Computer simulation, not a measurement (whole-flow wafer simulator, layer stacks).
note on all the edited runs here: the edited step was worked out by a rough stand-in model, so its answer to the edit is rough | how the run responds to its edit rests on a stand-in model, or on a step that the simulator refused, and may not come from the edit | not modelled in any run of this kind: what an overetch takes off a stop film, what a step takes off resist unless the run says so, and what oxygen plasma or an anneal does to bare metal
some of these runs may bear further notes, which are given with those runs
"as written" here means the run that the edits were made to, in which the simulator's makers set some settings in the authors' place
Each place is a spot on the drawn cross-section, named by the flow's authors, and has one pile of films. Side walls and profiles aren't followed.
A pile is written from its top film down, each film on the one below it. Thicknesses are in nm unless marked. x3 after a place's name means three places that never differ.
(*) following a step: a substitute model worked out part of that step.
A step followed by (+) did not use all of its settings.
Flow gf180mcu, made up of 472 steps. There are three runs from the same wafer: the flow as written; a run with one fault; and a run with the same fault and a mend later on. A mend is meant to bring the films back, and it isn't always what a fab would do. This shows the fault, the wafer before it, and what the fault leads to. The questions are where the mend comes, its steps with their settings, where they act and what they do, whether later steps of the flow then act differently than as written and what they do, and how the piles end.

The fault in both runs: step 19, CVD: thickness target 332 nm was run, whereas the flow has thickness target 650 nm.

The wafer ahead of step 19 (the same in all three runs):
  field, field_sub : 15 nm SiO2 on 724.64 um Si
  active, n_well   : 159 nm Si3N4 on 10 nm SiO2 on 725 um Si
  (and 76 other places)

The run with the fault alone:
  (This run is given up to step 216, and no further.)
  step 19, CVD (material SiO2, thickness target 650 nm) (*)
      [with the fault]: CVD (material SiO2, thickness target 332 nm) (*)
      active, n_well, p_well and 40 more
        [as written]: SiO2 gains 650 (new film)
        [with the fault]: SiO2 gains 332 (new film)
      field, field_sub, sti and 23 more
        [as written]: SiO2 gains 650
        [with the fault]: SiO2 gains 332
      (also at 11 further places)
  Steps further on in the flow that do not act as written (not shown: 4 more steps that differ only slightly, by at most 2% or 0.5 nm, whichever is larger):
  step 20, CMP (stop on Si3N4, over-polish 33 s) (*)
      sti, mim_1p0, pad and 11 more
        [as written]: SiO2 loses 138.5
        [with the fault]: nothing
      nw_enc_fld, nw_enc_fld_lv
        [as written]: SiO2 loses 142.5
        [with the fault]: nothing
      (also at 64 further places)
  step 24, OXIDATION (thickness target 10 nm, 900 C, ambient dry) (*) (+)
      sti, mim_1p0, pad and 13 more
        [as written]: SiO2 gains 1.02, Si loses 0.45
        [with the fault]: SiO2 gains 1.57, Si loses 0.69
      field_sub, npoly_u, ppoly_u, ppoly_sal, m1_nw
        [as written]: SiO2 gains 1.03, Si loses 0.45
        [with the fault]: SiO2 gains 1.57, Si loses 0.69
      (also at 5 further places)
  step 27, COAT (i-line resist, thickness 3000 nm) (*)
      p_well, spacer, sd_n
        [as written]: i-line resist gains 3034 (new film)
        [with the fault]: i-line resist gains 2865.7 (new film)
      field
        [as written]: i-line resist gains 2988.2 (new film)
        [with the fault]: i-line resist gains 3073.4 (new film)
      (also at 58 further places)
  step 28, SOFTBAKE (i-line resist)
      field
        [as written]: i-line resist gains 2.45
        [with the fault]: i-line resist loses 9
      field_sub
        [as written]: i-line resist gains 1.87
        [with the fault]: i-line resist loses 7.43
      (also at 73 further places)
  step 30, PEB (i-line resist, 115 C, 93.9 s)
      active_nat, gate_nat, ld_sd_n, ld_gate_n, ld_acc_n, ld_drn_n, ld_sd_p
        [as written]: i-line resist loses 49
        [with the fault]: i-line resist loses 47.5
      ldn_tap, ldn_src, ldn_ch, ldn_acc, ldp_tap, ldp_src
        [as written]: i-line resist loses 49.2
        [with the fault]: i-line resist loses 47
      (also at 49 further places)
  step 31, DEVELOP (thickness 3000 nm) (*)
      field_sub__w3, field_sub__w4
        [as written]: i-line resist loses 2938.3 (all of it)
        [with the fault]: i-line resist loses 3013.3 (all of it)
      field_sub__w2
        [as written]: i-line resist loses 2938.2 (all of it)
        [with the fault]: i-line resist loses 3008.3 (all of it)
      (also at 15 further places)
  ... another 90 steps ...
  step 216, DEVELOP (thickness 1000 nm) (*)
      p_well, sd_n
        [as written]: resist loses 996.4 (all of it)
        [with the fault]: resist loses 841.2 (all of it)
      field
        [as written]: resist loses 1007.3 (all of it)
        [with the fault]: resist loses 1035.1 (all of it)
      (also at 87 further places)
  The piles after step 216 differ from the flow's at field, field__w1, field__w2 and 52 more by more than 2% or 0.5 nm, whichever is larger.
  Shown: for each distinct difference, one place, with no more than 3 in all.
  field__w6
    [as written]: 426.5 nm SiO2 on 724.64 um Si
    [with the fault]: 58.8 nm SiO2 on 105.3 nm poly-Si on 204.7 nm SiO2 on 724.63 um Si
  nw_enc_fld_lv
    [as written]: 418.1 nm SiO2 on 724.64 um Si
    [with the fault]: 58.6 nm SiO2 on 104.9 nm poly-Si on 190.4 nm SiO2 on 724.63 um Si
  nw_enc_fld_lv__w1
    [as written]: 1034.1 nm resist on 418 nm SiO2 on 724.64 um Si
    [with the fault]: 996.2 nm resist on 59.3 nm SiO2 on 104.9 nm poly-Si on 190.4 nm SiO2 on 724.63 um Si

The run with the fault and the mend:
  After step 19 comes the mend.
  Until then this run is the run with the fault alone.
  step 19a, CVD (material SiO2, thickness target 318 nm) (*) (the flow's step 19, run once more with other settings)
      field, field_sub, active and 77 more
        SiO2 gains 318
  Later steps of the flow that are run all act as written at every place that is followed, up to a difference of at most 2% or 0.5 nm, whichever is larger.
  By the end, the piles equal the flow's at every place that both follow.
